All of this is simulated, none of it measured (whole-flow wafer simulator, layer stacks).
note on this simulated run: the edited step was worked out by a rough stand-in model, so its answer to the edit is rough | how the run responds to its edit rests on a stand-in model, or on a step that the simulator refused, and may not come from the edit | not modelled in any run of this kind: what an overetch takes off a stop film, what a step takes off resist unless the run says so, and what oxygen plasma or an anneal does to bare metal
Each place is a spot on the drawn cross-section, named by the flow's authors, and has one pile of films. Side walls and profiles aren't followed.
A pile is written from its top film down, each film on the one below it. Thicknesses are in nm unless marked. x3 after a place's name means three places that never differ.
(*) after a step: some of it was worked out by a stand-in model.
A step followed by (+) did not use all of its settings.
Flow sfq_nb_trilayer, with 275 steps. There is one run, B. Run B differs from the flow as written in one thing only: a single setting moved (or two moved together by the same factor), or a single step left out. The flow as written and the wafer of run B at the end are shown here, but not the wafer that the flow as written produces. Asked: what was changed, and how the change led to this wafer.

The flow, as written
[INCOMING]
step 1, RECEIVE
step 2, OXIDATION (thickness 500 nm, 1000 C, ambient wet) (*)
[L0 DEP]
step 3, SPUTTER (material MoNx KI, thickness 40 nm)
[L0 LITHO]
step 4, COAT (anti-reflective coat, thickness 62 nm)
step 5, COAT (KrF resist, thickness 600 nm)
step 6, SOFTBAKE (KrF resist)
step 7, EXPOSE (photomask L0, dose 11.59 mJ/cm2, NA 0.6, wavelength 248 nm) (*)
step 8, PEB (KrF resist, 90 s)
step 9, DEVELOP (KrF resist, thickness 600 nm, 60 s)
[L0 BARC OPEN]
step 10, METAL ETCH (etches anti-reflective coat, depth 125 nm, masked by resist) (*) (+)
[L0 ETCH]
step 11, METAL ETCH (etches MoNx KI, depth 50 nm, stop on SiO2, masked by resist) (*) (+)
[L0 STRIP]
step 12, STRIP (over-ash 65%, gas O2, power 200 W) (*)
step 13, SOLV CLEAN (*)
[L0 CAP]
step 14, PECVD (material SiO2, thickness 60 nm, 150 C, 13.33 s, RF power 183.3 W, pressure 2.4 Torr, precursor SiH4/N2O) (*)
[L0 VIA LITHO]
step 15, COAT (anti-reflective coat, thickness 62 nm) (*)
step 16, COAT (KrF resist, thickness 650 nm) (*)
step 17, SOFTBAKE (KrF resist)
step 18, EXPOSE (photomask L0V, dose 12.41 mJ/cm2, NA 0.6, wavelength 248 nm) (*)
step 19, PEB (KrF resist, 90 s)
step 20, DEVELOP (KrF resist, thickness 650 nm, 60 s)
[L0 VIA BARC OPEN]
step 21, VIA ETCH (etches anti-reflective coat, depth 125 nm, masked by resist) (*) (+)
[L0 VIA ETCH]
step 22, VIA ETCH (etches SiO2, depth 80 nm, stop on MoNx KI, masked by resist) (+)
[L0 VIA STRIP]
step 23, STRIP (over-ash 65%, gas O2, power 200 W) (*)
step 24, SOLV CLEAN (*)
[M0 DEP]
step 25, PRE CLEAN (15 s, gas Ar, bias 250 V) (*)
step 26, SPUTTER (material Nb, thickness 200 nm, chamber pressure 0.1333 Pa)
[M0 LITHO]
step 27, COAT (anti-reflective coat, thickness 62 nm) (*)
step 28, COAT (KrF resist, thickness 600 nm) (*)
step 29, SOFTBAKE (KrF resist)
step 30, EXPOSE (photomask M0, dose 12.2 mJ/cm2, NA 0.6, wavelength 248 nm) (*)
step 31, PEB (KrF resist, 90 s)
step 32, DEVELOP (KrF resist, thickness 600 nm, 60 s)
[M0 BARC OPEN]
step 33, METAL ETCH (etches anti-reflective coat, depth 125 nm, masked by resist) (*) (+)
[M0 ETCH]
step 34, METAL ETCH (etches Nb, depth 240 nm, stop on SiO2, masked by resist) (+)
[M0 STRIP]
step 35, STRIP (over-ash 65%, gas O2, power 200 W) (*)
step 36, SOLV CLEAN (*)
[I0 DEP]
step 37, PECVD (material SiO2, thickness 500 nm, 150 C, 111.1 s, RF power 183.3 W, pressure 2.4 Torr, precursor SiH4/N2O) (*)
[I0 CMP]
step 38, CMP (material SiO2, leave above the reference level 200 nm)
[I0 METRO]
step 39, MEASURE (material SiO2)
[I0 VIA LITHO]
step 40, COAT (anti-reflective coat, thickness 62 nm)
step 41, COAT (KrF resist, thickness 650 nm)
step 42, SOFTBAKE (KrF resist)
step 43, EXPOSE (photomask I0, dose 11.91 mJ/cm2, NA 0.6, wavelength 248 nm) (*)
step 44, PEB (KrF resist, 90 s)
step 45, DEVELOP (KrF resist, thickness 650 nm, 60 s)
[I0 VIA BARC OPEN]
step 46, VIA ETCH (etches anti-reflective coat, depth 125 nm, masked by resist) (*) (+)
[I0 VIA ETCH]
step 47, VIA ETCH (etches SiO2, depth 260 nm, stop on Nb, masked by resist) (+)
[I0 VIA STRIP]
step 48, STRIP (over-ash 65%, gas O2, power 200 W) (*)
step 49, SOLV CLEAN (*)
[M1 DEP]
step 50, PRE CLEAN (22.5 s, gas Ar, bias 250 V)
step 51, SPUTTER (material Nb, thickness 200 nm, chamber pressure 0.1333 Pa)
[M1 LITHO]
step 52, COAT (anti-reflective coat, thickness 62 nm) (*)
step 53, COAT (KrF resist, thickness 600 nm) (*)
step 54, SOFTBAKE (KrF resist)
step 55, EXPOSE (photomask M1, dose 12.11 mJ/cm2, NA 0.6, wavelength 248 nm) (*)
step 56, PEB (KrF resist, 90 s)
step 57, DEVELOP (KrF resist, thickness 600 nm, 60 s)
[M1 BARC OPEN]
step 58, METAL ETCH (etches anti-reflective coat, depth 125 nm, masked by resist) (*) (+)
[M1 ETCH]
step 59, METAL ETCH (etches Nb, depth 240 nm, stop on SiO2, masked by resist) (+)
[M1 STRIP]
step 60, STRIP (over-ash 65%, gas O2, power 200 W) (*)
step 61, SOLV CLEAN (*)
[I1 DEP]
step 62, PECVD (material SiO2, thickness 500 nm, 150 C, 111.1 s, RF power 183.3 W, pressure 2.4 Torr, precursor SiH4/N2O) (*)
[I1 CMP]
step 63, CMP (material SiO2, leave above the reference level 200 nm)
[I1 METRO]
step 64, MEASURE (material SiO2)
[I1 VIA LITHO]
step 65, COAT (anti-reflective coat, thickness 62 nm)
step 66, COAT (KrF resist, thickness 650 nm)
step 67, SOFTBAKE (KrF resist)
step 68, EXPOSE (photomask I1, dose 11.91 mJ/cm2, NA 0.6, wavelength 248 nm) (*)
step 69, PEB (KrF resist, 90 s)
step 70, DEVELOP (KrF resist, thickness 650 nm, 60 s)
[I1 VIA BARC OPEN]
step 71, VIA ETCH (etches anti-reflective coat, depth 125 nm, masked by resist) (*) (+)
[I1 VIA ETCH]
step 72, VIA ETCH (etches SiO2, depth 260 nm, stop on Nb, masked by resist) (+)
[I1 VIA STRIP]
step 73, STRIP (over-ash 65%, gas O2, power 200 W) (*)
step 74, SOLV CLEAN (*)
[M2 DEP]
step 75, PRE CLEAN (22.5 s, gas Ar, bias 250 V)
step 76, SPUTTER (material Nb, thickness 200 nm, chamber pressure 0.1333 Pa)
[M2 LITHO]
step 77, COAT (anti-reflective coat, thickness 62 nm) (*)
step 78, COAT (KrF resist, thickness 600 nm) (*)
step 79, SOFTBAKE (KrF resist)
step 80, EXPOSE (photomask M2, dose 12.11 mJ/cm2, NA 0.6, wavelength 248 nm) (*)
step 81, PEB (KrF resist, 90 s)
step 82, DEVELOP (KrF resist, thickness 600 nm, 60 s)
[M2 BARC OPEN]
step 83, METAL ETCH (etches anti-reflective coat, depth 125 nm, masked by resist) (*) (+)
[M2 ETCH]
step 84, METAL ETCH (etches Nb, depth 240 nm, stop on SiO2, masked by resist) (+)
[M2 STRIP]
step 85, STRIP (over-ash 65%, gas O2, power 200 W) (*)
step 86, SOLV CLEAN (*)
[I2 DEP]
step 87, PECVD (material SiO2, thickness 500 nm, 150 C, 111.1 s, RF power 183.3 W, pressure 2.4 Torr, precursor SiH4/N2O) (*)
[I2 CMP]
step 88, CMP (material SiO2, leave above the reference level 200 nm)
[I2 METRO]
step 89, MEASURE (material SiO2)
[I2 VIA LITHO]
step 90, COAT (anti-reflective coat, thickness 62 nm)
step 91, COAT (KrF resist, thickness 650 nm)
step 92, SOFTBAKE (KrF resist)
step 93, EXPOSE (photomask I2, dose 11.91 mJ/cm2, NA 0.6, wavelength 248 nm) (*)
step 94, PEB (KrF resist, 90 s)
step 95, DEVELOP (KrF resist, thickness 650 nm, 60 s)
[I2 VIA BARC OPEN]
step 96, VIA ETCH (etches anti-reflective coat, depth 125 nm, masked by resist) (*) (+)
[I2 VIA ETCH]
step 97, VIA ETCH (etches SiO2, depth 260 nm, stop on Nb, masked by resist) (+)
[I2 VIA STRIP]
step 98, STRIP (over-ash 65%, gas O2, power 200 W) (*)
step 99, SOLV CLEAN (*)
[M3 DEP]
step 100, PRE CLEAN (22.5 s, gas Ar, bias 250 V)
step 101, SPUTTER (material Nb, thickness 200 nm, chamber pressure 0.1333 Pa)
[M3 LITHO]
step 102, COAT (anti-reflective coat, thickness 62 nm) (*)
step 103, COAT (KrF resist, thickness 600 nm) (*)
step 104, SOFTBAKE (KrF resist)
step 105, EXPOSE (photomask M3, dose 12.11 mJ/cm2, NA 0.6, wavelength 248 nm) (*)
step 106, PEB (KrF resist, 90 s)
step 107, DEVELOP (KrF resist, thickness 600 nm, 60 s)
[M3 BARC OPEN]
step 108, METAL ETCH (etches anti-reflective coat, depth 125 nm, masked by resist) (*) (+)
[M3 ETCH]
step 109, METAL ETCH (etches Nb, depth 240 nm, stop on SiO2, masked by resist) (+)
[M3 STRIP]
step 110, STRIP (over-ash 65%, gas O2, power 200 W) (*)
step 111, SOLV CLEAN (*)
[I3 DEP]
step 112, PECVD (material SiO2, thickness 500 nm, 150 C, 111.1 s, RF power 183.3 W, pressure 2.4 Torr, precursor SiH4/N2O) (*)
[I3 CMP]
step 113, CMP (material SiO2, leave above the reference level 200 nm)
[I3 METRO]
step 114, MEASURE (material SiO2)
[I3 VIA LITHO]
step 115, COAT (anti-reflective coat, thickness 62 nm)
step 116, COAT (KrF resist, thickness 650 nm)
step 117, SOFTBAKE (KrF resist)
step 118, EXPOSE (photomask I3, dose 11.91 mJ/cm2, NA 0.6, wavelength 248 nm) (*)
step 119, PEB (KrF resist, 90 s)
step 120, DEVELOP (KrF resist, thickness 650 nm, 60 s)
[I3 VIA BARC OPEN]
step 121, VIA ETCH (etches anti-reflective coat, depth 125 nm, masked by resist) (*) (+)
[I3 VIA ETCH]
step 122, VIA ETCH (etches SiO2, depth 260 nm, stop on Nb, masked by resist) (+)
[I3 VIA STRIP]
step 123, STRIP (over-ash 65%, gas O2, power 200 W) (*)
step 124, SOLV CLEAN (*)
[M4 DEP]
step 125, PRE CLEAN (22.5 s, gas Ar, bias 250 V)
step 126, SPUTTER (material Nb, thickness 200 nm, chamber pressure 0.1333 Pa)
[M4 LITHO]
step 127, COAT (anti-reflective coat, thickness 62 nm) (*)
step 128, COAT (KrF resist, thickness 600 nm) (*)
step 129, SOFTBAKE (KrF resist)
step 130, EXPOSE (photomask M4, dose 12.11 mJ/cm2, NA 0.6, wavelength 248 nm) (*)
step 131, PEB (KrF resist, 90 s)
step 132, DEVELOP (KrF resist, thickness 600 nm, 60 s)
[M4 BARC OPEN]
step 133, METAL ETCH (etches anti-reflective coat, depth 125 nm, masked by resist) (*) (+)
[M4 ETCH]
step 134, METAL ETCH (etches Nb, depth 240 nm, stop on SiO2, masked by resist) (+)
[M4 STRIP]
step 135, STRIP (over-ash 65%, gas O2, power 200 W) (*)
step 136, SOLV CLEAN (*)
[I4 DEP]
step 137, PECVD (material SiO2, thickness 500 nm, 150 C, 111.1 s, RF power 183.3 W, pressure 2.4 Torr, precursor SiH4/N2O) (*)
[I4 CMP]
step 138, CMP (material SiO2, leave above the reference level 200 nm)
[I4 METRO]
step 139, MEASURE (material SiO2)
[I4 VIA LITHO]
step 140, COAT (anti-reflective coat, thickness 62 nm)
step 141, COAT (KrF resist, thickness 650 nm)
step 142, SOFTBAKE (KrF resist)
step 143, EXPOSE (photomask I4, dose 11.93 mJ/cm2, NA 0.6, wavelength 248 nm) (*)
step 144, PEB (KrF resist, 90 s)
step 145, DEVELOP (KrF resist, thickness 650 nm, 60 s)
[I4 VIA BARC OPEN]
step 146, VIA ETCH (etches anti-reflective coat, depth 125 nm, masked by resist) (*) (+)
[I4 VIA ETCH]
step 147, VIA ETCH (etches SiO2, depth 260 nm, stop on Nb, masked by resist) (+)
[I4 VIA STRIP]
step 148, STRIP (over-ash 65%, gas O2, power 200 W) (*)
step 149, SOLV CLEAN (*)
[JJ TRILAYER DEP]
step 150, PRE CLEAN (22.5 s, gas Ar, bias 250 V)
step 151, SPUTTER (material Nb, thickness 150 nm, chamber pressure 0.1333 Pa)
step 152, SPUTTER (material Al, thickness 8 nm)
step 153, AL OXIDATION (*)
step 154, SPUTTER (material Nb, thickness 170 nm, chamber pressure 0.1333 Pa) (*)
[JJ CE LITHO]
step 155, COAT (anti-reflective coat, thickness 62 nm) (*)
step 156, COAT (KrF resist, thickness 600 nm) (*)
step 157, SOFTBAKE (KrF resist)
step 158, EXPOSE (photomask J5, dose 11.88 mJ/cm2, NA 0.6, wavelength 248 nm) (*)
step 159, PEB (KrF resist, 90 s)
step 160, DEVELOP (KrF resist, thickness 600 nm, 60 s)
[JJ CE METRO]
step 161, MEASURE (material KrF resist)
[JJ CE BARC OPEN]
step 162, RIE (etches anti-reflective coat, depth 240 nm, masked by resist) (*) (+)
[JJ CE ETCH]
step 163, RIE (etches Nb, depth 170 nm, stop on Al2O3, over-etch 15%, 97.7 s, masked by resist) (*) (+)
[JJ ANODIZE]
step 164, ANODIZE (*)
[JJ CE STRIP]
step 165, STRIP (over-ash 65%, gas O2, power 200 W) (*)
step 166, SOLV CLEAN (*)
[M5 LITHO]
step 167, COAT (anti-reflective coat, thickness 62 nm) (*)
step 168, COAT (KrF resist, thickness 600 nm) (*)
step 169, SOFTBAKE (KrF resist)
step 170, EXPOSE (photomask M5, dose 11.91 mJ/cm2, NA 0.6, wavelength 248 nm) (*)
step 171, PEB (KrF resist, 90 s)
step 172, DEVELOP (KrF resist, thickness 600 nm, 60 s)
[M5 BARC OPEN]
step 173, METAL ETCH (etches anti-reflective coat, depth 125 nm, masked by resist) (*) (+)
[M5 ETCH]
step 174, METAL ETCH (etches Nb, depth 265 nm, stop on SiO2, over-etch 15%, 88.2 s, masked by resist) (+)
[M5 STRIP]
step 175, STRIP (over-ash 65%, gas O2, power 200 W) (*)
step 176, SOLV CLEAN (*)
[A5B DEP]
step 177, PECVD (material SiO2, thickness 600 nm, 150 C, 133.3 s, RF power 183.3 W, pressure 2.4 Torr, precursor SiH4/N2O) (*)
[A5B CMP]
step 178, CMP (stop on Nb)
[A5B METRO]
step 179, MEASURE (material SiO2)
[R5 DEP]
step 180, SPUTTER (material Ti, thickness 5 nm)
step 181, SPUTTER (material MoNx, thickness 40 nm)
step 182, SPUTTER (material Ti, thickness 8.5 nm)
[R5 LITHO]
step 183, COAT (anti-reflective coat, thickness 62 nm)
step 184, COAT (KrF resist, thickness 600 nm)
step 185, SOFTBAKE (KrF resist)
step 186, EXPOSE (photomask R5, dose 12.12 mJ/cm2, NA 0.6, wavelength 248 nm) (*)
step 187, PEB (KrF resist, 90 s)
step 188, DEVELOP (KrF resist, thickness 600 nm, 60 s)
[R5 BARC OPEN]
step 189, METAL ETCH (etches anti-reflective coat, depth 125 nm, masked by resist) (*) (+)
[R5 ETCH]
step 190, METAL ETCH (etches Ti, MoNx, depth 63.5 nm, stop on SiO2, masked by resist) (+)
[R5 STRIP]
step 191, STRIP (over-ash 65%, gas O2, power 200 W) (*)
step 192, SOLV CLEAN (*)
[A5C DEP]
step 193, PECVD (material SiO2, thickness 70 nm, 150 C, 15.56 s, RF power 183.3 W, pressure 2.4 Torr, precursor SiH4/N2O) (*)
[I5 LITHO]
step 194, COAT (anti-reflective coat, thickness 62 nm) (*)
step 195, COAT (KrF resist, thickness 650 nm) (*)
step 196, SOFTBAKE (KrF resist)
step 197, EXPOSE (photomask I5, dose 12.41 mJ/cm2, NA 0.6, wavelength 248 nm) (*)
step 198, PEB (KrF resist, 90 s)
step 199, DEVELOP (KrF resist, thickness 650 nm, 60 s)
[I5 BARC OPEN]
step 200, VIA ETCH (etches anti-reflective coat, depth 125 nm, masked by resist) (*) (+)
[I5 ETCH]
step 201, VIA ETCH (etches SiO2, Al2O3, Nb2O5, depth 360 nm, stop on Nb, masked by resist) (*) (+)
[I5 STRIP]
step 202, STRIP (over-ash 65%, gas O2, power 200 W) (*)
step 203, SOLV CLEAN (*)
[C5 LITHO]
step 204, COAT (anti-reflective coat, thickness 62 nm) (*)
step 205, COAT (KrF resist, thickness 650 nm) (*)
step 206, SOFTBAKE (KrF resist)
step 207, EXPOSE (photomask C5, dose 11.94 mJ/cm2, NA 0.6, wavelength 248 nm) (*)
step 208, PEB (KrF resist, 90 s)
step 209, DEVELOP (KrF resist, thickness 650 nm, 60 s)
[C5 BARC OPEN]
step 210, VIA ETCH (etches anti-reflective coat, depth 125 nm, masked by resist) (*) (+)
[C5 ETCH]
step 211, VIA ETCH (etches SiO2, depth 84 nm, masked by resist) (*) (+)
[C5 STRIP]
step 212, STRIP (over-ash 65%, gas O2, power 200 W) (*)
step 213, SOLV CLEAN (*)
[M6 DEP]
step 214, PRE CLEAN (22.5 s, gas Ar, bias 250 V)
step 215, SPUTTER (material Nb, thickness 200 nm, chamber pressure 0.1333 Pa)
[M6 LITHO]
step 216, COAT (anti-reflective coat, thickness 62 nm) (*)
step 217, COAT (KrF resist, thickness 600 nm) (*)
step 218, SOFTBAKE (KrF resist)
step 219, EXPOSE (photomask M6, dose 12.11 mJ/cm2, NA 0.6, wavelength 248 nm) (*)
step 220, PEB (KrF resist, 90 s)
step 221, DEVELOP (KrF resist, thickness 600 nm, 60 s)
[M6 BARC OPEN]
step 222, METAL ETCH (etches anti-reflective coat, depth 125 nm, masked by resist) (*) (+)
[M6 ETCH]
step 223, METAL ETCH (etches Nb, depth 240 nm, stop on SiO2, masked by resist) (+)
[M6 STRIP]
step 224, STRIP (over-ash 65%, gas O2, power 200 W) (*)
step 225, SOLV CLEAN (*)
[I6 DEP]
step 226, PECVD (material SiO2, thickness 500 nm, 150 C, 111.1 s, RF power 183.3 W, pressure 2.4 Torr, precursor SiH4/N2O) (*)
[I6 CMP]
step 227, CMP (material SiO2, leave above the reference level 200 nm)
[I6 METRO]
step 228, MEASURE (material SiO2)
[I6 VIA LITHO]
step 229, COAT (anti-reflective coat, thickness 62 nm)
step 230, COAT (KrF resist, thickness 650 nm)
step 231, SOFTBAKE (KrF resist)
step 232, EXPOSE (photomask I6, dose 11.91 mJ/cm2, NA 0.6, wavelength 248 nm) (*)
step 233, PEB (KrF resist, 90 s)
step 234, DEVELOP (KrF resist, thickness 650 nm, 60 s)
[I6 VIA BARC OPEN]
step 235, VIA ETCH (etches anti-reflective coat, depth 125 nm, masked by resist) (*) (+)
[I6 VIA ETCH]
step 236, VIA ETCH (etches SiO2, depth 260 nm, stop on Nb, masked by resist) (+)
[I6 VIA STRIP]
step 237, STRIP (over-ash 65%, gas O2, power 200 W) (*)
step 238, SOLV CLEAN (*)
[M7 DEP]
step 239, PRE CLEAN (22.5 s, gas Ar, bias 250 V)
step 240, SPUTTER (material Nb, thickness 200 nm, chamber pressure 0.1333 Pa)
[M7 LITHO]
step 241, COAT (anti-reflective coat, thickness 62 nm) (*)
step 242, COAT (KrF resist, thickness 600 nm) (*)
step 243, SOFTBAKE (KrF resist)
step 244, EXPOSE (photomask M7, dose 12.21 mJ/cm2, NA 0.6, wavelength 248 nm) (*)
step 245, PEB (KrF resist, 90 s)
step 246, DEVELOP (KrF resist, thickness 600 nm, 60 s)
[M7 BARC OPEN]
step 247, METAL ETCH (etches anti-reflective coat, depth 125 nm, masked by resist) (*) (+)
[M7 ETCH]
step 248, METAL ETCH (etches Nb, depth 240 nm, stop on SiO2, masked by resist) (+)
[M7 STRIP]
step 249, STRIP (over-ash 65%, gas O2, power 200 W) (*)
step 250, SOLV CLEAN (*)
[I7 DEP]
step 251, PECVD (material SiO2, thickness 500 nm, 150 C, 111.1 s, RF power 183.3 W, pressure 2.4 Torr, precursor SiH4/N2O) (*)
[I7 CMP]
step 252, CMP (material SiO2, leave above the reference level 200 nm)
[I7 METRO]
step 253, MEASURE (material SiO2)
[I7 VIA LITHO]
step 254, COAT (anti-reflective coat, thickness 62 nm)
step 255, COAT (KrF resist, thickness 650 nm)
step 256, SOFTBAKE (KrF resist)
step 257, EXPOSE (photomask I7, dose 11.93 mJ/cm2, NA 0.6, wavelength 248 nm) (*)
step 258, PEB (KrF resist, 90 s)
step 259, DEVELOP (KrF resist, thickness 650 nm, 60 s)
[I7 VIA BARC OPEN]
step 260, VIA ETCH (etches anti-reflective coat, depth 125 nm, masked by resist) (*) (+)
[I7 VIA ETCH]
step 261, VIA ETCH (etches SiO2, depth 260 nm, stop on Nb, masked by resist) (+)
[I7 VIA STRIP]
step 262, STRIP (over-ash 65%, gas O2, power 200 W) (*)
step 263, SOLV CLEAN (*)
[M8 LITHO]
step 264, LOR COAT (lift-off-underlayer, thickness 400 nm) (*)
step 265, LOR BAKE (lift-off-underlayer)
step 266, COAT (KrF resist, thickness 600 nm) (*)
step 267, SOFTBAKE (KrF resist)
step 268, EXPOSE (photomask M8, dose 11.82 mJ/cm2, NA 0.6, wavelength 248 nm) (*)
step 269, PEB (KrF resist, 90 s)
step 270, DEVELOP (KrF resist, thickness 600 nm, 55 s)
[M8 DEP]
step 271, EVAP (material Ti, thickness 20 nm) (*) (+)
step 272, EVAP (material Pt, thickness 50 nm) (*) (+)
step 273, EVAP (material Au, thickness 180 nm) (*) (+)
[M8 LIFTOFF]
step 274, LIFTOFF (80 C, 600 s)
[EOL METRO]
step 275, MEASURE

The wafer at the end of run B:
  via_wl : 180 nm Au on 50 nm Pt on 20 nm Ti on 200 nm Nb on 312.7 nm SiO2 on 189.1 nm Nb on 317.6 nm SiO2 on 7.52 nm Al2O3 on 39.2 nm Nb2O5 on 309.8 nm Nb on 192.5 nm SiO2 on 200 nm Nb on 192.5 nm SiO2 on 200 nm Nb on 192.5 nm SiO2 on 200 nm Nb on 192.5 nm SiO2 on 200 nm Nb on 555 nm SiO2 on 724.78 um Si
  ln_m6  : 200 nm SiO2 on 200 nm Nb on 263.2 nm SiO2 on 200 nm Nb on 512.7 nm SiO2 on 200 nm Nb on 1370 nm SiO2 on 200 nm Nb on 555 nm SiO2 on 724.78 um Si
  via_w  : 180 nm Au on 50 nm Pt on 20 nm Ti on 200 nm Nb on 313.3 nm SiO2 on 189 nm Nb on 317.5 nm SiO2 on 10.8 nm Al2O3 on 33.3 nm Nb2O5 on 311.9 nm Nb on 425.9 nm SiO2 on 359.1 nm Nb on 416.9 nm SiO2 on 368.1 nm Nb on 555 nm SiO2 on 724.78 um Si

What caused this: step 177, PECVD: thickness 270 nm was run, whereas the flow has thickness 600 nm; step 177, PECVD: 60 s was run, where the flow has 133.3 s.

Step by step, how the change led to this:
  step 177, PECVD (material SiO2, thickness 600 nm, 150 C, 133.3 s, RF power 183.3 W, pressure 2.4 Torr, precursor SiH4/N2O) (*)
      v_sur, via_sp, via_v and 47 more: SiO2 gains 270 (new film) (in the flow as written it would be: SiO2 gains 600 (new film))
      field_l, p4_fl, p4_fm and 39 more: SiO2 gains 270 (in the flow as written it would be: SiO2 gains 600)
      (and at 14 other places as well)
  step 178, CMP (stop on Nb)
      field_l, p4_fl, p4_fm and 39 more: nothing (in the flow as written it would be: SiO2 loses 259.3)
      r_sur, res, r_end, moat, field_r, lsp_l: nothing (in the flow as written it would be: SiO2 loses 252.3)
      (and at 58 other places as well)
  step 180, SPUTTER (material Ti, thickness 5 nm)
      via_wl, via_wr: Ti gains 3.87 (new film) (in the flow as written it would be: Ti gains 5 (new film))
  step 181, SPUTTER (material MoNx, thickness 40 nm)
      via_wl, via_wr: MoNx gains 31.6 (new film) (in the flow as written it would be: MoNx gains 40 (new film))
      r_sur: MoNx gains 37.3 (new film) (in the flow as written it would be: MoNx gains 40 (new film))
      (and at 1 other place as well)
  step 182, SPUTTER (material Ti, thickness 8.5 nm)
      via_wl, via_wr: Ti gains 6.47 (new film) (in the flow as written it would be: Ti gains 8.5 (new film))
      r_sur: Ti gains 7.83 (new film) (in the flow as written it would be: Ti gains 8.5 (new film))
  step 183, COAT (anti-reflective coat, thickness 62 nm)
      wl_c_m6, wl_c_sr, wl_d_sl, wl_d_m1: anti-reflective coat gains 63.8 (new film) (in the flow as written it would be: anti-reflective coat gains 62 (new film))
      be, jj_sur, ce_l: anti-reflective coat gains 57.7 (new film) (in the flow as written it would be: anti-reflective coat gains 62 (new film))
      (and at 53 other places as well)
  step 184, COAT (KrF resist, thickness 600 nm)
      m5r_line_l, m5r_line_r: KrF resist gains 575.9 (new film) (in the flow as written it would be: KrF resist gains 600 (new film))
      m5r_space_l, m5r_space_r: KrF resist gains 617.7 (new film) (in the flow as written it would be: KrF resist gains 600 (new film))
      (and at 27 other places as well)
  step 188, DEVELOP (KrF resist, thickness 600 nm, 60 s)
      m5r_line_l, m5r_line_r: KrF resist loses 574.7 (all of it) (in the flow as written it would be: KrF resist loses 598.7 (all of it))
      m5r_space_l, m5r_space_r: KrF resist loses 616.4 (all of it) (in the flow as written it would be: KrF resist loses 598.7 (all of it))
      (and at 25 other places as well)
  step 189, METAL ETCH (etches anti-reflective coat, depth 125 nm, masked by resist) (*) (+)
      via_wl, via_wr: anti-reflective coat loses 125 (in the flow as written it would be: anti-reflective coat loses 62 (all of it))
      be_r, r_sur, res, r_end, r5r_line_l, r5r_line_c, r5r_line_r: KrF resist loses 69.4 (in the flow as written it would be: KrF resist loses 51.7)
      (and at 54 other places as well)
  step 190, METAL ETCH (etches Ti, MoNx, depth 63.5 nm, stop on SiO2, masked by resist) (+)
      via_wl: anti-reflective coat loses 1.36 (all of it), Ti loses 6.47 (all of it), MoNx loses 31.6 (all of it), Ti loses 3.87 (all of it) (in the flow as written it would be: Ti loses 8.5 (all of it), MoNx loses 40 (all of it), Ti loses 5 (all of it))
      via_wr: anti-reflective coat loses 1.83 (all of it), Ti loses 6.47 (all of it), MoNx loses 31.6 (all of it), Ti loses 3.87 (all of it) (in the flow as written it would be: Ti loses 8.5 (all of it), MoNx loses 40 (all of it), Ti loses 5 (all of it))
      (and at 1 other place as well)
  step 191, STRIP (over-ash 65%, gas O2, power 200 W) (*)
      r5r_line_l, r5r_line_c, r5r_line_r: KrF resist loses 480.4 (all of it), anti-reflective coat loses 62 (all of it) (in the flow as written it would be: KrF resist loses 498.2 (all of it), anti-reflective coat loses 62 (all of it))
      be_r: KrF resist loses 456.7 (all of it), anti-reflective coat loses 53.1 (all of it) (in the flow as written it would be: KrF resist loses 498.2 (all of it), anti-reflective coat loses 62 (all of it))
      (and at 3 other places as well)
  step 194, COAT (anti-reflective coat, thickness 62 nm) (*)
      wl_c_m6, wl_d_m1, wl_d_sr: anti-reflective coat gains 63.9 (new film) (in the flow as written it would be: anti-reflective coat gains 62 (new film))
      wl_b_sr, wl_e_sr: anti-reflective coat gains 68.5 (new film) (in the flow as written it would be: anti-reflective coat gains 62 (new film))
      (and at 55 other places as well)
  step 195, COAT (KrF resist, thickness 650 nm) (*)
      m5r_space_l, m5r_space_r: KrF resist gains 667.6 (new film) (in the flow as written it would be: KrF resist gains 650 (new film))
      m5r_linepad_l, m5r_linepad_r: KrF resist gains 631.4 (new film) (in the flow as written it would be: KrF resist gains 650 (new film))
      (and at 24 other places as well)
  step 199, DEVELOP (KrF resist, thickness 650 nm, 60 s)
      be: KrF resist loses 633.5 (all of it) (in the flow as written it would be: KrF resist loses 649.8 (all of it))
  step 200, VIA ETCH (etches anti-reflective coat, depth 125 nm, masked by resist) (*) (+)
      field_l, v_sur, via_wl and 102 more: KrF resist loses 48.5 (in the flow as written it would be: KrF resist loses 52)
      be: anti-reflective coat loses 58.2 (all of it), SiO2 loses 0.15 (in the flow as written it would be: anti-reflective coat loses 62.4 (all of it), SiO2 loses 0.16)
  step 202, STRIP (over-ash 65%, gas O2, power 200 W) (*)
      wl_b_sr, wl_e_sr: KrF resist loses 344 (all of it), anti-reflective coat loses 68.5 (all of it) (in the flow as written it would be: KrF resist loses 333 (all of it), anti-reflective coat loses 62 (all of it))
      m5r_space_l, m5r_space_r: KrF resist loses 354.1 (all of it), anti-reflective coat loses 79.5 (all of it) (in the flow as written it would be: KrF resist loses 333.1 (all of it), anti-reflective coat loses 62 (all of it))
      (and at 61 other places as well)
  ... another 13 steps ...
  step 227, CMP (material SiO2, leave above the reference level 200 nm)
      field_l, p4_fl, p4_fm and 35 more: SiO2 loses 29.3 (in the flow as written it would be: SiO2 loses 100)
      ln_m6, wl_a_m6, wl_c_m6, wl_f_m6: SiO2 loses 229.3 (in the flow as written it would be: SiO2 loses 300)
      (and at 15 other places as well)
